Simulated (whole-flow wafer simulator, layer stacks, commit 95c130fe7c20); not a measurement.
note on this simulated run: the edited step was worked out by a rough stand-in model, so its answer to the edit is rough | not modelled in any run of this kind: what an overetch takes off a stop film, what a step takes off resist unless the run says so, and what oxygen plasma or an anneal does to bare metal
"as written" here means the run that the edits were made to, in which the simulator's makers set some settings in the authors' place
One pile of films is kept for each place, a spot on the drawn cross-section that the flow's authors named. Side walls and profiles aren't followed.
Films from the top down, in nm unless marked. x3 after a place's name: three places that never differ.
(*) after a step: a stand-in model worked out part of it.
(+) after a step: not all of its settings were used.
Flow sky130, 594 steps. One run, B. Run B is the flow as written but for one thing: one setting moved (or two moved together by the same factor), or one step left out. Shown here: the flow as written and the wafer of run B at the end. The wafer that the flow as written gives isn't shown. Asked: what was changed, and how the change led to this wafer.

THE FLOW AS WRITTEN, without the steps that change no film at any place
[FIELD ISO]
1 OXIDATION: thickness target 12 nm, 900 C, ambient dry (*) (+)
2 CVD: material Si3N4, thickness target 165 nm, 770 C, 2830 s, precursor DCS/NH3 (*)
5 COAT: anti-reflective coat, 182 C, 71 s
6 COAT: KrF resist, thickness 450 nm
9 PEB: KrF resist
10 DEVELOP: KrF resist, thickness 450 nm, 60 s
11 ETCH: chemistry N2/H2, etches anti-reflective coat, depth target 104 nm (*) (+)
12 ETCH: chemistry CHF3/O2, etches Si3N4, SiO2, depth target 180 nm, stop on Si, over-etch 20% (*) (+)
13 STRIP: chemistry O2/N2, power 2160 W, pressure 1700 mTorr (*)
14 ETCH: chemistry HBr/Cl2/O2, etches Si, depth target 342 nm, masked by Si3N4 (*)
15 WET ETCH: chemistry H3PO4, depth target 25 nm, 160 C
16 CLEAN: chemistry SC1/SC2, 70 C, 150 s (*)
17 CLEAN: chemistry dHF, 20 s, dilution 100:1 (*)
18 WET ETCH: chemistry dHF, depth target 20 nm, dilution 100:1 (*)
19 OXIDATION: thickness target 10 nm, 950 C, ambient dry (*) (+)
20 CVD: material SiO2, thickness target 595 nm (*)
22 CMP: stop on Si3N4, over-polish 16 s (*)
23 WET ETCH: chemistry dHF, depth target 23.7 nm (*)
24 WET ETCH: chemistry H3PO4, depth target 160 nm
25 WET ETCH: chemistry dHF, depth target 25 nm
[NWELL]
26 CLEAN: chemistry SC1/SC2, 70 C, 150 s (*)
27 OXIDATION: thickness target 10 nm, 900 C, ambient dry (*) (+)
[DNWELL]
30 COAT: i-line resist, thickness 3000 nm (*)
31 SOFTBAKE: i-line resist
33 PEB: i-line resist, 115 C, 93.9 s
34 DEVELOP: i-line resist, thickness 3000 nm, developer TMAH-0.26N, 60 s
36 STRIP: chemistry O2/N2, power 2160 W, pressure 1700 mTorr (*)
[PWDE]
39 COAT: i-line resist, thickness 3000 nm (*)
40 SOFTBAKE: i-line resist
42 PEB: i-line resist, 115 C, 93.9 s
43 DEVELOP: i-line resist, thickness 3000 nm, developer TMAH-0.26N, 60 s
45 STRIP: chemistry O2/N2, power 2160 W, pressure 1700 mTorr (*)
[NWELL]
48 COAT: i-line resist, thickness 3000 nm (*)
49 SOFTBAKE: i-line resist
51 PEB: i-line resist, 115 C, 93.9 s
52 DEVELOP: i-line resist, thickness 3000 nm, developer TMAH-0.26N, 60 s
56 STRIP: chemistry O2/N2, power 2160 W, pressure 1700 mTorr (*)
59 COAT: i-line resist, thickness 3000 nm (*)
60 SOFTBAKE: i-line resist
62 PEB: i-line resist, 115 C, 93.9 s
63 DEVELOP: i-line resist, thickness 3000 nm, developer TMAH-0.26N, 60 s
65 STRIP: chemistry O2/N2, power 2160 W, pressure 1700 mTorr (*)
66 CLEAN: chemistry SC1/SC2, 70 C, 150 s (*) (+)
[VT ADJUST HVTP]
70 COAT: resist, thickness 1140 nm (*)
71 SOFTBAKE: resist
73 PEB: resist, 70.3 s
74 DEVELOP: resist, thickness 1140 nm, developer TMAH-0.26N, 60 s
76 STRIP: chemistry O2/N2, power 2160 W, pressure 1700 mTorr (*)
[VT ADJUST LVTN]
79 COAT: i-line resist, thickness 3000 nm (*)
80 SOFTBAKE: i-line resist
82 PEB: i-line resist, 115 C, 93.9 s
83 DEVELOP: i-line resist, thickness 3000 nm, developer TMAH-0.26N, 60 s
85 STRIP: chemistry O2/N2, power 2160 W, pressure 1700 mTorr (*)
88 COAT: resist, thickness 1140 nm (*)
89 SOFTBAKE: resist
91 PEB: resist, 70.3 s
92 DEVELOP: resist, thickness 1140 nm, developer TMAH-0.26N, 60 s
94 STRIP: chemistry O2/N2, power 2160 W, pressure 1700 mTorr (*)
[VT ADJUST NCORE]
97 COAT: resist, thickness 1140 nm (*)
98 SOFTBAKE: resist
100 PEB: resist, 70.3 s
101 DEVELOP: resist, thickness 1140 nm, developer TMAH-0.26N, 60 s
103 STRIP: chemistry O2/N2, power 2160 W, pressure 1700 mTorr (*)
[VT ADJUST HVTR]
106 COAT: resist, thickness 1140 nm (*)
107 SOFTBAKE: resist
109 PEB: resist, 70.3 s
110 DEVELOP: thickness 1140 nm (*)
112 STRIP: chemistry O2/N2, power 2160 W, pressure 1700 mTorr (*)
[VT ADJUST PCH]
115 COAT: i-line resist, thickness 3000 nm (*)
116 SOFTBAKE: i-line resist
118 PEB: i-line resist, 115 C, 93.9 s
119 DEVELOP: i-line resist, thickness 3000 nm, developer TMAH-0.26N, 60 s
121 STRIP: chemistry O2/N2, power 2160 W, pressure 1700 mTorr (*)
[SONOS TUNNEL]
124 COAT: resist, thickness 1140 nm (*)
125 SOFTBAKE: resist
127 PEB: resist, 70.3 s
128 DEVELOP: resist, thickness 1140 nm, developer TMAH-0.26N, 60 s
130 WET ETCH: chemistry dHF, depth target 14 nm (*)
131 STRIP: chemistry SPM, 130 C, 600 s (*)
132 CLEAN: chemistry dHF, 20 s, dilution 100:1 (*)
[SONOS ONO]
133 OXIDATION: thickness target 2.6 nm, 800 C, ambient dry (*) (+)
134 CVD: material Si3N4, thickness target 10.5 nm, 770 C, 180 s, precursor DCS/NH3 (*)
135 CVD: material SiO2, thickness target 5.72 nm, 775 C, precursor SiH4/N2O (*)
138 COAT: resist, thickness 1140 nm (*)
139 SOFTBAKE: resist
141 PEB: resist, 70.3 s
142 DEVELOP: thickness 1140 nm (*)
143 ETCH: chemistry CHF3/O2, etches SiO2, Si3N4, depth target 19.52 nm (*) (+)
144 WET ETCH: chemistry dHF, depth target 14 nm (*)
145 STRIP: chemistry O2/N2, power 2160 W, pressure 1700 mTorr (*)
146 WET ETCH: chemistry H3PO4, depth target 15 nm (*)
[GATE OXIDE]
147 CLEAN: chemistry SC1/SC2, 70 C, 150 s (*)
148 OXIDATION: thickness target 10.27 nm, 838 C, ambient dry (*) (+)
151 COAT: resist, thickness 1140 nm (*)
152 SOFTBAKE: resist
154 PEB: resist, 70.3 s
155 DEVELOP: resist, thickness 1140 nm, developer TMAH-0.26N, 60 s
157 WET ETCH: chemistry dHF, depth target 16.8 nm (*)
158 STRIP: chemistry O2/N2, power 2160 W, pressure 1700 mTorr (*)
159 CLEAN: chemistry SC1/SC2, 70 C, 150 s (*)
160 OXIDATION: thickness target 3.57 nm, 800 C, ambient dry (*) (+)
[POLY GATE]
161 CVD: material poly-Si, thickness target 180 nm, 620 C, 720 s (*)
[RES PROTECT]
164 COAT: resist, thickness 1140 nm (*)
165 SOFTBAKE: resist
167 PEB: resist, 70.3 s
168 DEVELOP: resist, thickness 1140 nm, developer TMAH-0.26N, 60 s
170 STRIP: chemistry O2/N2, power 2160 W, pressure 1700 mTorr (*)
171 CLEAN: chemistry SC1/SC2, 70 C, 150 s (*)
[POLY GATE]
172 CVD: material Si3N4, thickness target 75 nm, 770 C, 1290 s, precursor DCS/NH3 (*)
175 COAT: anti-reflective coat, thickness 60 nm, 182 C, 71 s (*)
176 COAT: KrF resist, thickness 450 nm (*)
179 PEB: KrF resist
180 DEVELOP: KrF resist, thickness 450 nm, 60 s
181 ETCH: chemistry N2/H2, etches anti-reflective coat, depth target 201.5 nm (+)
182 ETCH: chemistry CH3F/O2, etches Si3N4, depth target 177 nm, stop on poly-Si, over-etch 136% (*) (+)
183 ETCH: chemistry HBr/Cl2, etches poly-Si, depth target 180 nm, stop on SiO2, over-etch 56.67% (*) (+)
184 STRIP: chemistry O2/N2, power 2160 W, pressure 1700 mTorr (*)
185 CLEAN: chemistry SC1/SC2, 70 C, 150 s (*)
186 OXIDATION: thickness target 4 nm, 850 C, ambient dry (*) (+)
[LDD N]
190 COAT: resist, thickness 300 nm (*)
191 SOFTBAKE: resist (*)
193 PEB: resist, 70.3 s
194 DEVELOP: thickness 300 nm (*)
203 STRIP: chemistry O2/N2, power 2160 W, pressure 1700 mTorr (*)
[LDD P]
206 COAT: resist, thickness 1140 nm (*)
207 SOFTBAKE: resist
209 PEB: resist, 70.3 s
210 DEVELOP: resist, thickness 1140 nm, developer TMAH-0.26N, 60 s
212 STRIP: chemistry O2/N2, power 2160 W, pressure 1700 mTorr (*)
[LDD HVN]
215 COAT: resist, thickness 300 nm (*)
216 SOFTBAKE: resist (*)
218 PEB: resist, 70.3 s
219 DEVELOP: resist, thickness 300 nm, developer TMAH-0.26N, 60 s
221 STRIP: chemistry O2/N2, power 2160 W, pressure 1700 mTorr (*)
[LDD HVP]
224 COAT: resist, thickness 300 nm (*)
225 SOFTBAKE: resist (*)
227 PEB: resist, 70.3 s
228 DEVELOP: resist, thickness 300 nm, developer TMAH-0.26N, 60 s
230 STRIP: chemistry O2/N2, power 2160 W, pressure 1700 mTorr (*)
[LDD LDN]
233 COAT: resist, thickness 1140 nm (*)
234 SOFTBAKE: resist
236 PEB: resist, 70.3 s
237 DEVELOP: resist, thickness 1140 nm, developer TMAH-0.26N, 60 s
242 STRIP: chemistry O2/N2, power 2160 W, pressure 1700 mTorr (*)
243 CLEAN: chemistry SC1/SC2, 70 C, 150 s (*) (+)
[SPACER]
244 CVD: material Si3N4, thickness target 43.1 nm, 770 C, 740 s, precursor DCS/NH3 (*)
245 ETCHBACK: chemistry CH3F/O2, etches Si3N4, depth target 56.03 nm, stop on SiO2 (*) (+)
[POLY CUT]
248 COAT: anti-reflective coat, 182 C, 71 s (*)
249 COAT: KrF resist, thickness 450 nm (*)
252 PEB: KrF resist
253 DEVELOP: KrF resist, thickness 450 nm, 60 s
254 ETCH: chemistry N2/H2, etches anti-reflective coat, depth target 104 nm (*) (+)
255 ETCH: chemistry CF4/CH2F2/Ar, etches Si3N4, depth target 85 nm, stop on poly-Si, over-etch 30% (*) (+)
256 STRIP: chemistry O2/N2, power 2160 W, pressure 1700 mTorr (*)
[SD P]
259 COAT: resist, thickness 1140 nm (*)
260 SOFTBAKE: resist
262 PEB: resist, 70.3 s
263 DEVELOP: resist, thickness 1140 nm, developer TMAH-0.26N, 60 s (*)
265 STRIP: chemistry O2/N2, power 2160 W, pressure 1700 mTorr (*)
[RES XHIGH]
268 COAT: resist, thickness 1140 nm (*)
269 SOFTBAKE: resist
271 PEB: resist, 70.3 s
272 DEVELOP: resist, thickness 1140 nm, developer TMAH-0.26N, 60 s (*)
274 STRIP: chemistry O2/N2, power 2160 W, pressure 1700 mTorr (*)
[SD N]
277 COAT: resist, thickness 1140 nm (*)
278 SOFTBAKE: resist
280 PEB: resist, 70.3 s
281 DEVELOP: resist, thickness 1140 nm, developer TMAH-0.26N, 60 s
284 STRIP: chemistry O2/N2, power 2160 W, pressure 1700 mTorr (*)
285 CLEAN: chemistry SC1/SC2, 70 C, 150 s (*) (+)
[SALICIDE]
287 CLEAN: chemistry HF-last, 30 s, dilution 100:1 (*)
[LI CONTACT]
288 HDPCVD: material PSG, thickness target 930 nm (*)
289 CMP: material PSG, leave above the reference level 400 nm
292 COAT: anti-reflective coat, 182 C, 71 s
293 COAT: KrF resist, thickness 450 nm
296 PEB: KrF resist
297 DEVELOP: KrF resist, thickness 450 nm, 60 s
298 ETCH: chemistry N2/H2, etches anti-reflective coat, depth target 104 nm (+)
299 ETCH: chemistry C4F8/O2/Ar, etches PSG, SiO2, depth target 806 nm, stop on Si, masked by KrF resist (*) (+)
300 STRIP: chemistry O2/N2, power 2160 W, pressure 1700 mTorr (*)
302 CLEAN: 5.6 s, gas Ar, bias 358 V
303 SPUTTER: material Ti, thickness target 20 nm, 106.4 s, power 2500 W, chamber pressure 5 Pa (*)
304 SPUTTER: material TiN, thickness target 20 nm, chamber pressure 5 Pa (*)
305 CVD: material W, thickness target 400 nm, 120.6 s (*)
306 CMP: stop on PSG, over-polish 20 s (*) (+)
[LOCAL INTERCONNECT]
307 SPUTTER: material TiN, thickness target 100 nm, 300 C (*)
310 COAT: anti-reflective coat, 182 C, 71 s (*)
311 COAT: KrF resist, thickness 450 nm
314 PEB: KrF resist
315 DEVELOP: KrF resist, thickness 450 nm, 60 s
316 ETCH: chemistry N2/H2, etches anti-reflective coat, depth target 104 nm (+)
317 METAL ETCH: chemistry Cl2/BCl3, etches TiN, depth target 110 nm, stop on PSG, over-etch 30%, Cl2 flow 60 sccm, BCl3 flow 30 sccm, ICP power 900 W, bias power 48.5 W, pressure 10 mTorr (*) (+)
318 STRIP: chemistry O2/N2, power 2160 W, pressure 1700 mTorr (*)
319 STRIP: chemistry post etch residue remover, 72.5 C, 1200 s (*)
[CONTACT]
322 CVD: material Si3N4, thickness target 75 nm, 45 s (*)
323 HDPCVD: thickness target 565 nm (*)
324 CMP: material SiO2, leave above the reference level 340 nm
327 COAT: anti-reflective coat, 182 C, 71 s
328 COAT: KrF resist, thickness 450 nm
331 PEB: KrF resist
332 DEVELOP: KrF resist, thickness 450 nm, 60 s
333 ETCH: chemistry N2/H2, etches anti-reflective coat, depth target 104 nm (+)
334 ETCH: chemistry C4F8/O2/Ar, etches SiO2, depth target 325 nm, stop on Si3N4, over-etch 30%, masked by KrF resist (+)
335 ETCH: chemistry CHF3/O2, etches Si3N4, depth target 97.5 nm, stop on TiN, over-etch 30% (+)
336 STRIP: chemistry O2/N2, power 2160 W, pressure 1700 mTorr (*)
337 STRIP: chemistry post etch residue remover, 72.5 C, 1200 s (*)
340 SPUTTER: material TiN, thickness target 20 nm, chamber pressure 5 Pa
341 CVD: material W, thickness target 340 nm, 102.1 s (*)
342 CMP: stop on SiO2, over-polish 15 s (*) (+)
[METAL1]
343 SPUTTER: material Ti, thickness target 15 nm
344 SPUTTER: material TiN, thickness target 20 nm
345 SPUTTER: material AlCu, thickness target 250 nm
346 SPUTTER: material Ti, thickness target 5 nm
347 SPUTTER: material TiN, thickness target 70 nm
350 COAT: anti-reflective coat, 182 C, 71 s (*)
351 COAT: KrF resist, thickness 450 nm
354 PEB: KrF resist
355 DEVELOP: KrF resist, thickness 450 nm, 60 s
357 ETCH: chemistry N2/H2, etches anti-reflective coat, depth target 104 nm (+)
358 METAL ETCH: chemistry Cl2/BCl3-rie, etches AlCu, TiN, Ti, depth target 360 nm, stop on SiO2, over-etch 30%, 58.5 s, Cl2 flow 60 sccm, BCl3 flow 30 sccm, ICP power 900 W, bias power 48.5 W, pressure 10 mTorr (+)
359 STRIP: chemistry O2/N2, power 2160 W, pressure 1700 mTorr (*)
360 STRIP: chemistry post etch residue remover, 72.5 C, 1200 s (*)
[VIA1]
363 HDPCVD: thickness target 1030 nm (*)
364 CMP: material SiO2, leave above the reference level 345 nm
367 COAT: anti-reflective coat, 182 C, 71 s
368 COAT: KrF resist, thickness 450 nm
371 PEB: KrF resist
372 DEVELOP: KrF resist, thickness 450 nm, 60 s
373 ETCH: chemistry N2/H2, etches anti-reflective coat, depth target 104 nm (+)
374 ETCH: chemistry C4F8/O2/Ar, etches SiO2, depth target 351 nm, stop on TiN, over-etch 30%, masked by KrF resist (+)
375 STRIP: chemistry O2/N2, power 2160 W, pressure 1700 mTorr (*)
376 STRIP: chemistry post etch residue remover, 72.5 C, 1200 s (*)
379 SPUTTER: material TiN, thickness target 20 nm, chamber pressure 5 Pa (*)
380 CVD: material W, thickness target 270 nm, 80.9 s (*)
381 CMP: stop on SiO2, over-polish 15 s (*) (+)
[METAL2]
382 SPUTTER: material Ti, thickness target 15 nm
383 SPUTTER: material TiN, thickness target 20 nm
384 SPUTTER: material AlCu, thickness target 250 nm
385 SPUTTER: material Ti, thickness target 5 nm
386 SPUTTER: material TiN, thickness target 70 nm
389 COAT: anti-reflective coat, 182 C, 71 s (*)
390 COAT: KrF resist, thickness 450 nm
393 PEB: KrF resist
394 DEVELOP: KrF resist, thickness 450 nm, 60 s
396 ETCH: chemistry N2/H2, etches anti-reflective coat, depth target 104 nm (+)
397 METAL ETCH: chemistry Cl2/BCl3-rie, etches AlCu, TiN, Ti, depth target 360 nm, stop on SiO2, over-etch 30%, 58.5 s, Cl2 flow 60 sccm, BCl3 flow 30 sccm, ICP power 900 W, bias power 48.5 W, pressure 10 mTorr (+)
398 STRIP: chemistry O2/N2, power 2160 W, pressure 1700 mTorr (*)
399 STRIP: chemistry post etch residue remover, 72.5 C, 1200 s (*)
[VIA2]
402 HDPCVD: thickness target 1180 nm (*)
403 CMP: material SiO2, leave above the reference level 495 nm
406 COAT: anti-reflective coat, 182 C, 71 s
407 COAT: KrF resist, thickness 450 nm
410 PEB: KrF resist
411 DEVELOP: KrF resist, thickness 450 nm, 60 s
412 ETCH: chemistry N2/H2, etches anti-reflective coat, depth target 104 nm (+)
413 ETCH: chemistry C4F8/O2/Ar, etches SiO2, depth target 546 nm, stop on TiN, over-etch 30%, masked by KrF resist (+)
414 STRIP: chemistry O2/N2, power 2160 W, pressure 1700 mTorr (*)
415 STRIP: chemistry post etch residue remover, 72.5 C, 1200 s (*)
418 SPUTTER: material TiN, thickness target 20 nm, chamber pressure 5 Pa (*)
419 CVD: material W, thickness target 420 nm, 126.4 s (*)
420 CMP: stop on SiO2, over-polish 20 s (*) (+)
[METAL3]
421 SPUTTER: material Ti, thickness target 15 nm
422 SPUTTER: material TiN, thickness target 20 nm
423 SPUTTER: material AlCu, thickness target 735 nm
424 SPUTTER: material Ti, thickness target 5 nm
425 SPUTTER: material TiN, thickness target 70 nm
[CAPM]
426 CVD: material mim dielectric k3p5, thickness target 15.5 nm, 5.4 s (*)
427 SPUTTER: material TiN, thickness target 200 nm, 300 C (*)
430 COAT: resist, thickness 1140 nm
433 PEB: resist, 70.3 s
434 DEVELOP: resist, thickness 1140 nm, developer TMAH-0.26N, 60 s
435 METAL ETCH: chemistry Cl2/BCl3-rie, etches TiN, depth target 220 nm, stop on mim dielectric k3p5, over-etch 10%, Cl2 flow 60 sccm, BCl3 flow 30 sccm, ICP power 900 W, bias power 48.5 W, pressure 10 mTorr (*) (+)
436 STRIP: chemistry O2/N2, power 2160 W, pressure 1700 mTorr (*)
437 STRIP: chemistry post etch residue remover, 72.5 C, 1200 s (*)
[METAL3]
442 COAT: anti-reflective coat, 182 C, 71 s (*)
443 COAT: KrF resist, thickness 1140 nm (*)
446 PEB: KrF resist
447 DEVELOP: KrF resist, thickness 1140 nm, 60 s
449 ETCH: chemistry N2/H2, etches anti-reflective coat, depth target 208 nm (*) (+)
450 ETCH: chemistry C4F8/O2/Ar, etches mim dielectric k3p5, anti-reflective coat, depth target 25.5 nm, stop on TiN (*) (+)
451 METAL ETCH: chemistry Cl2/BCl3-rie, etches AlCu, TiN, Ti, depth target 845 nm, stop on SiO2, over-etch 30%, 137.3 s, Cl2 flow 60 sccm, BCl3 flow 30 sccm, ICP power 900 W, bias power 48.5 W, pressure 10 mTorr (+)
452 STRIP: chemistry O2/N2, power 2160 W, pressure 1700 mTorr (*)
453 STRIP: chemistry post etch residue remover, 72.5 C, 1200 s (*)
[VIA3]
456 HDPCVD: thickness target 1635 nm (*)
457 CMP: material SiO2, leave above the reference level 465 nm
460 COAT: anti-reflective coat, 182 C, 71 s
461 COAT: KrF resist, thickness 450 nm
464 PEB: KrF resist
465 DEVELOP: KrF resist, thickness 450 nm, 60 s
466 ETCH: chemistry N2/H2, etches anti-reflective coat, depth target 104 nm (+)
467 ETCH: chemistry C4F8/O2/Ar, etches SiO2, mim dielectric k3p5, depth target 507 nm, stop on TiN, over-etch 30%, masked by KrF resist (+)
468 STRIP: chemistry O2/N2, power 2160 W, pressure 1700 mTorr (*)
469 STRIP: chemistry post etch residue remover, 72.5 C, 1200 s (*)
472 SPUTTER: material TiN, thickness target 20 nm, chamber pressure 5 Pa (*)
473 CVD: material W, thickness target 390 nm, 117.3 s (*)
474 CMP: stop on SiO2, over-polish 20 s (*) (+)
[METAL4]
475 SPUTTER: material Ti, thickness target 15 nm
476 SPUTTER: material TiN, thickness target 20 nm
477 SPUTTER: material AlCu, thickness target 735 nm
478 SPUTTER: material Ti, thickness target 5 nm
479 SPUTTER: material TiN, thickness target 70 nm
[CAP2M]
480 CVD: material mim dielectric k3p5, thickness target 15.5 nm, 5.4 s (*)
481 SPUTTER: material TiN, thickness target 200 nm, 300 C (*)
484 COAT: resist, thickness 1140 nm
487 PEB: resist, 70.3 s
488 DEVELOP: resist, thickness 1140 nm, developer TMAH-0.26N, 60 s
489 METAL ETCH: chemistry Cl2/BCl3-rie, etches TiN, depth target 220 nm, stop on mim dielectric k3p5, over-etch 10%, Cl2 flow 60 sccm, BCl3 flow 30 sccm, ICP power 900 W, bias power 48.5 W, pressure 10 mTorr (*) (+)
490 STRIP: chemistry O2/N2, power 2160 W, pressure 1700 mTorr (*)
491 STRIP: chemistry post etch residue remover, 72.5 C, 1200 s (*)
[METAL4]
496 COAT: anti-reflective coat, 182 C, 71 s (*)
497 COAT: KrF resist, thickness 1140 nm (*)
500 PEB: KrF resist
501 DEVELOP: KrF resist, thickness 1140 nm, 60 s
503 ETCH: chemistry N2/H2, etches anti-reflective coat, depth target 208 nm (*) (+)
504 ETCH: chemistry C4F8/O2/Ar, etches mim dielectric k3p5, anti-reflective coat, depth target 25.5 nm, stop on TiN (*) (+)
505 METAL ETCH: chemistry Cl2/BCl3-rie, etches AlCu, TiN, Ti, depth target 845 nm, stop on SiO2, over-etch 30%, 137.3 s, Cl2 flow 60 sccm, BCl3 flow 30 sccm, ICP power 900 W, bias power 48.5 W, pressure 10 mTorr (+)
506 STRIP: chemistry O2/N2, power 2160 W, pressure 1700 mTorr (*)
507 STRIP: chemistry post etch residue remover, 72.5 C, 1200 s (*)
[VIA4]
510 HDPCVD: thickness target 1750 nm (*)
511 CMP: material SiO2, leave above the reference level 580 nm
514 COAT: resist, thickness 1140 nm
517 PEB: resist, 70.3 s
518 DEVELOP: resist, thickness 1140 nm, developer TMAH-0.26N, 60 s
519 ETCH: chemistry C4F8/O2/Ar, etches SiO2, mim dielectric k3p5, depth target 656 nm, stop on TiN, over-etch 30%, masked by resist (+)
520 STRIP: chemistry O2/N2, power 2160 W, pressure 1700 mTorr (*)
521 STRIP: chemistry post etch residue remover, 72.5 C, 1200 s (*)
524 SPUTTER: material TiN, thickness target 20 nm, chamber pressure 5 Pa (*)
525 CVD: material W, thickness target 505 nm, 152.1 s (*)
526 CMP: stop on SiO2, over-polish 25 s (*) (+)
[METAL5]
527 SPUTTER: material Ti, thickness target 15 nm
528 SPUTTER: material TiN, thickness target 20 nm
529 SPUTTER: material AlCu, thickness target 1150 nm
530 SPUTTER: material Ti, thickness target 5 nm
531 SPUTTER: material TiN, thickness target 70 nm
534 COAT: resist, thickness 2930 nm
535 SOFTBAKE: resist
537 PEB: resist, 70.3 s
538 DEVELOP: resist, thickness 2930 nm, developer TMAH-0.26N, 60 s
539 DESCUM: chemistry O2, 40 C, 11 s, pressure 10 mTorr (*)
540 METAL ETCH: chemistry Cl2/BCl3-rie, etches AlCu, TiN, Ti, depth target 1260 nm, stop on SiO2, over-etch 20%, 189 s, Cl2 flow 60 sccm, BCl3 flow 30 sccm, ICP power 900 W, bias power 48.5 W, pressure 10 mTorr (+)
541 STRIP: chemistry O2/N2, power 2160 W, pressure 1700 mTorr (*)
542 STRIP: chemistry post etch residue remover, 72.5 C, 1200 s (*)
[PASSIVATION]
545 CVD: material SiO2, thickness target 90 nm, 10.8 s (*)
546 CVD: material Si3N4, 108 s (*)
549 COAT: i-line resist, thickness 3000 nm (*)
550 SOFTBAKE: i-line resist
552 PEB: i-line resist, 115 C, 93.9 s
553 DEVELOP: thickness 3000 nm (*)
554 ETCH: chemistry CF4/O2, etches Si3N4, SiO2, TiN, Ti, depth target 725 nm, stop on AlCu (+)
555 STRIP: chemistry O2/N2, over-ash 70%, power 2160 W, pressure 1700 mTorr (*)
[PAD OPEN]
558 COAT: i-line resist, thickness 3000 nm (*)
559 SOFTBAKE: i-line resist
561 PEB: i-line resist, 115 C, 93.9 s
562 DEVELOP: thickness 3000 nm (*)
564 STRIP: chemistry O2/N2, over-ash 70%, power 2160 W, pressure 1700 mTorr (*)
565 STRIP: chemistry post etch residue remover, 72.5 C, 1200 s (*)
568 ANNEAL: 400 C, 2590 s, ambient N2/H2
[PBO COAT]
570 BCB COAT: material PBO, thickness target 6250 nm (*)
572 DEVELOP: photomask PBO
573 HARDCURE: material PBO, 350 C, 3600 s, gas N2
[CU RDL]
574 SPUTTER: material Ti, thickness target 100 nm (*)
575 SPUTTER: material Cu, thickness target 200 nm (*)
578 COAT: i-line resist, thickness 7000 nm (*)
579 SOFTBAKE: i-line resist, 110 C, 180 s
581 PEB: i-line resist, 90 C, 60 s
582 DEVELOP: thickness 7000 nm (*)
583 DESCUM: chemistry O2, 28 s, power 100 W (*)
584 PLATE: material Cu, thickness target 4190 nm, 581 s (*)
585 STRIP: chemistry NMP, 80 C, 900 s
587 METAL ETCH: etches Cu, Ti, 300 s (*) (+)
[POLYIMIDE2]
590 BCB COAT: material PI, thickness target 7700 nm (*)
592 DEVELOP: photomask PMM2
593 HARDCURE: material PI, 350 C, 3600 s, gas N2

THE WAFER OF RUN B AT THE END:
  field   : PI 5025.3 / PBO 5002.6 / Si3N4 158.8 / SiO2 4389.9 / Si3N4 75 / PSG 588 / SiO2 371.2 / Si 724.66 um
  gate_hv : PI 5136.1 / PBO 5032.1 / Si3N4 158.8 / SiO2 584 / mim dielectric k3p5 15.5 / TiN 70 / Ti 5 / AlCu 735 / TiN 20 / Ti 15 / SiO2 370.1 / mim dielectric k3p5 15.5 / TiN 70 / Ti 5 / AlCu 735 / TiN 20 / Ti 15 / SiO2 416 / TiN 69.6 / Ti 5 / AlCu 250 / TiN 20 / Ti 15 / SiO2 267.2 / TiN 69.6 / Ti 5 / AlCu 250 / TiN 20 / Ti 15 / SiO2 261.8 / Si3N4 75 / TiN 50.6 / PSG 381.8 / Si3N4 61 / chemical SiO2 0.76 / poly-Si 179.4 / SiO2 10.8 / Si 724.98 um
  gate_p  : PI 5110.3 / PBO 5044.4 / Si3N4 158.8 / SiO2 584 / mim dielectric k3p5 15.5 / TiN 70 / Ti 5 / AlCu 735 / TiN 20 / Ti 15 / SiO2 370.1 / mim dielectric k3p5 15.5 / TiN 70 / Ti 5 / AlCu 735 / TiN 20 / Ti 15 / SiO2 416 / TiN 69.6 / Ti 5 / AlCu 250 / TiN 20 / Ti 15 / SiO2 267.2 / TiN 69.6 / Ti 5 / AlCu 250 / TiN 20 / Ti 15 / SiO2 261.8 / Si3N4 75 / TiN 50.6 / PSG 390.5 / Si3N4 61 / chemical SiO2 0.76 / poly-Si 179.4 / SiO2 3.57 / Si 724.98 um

The cause: step 307, SPUTTER: thickness target 51 nm was run, where the flow has thickness target 100 nm.

How the change led to this, step by step:
  307 SPUTTER: material TiN, thickness target 100 nm, 300 C (*)
      field, active, n_well and 188 more: TiN +51 (new film) (as written it would be: TiN +100 (new film))
  317 METAL ETCH: chemistry Cl2/BCl3, etches TiN, depth target 110 nm, stop on PSG, over-etch 30%, Cl2 flow 60 sccm, BCl3 flow 30 sccm, ICP power 900 W, bias power 48.5 W, pressure 10 mTorr (*) (+)
      n_well, p_well, gate_hv and 97 more: KrF resist -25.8 (as written it would be: KrF resist -44)
      field, active, gate and 88 more: TiN -49.7 (all of it) (as written it would be: TiN -98.7 (all of it))
  318 STRIP: chemistry O2/N2, power 2160 W, pressure 1700 mTorr (*)
      n_well, p_well, gate_hv and 93 more: KrF resist -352 (all of it), anti-reflective coat -80 (all of it) (as written it would be: KrF resist -333.8 (all of it), anti-reflective coat -80 (all of it))
      poly_licon, ndiff_licon_cpp, rpo_hd_licon: KrF resist -352 (all of it), anti-reflective coat -80.5 (all of it) (as written it would be: KrF resist -333.9 (all of it), anti-reflective coat -80.5 (all of it))
      (and at 1 more place)
  324 CMP: material SiO2, leave above the reference level 340 nm
      field, active, gate and 88 more: SiO2 -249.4 (as written it would be: SiO2 -200.4)
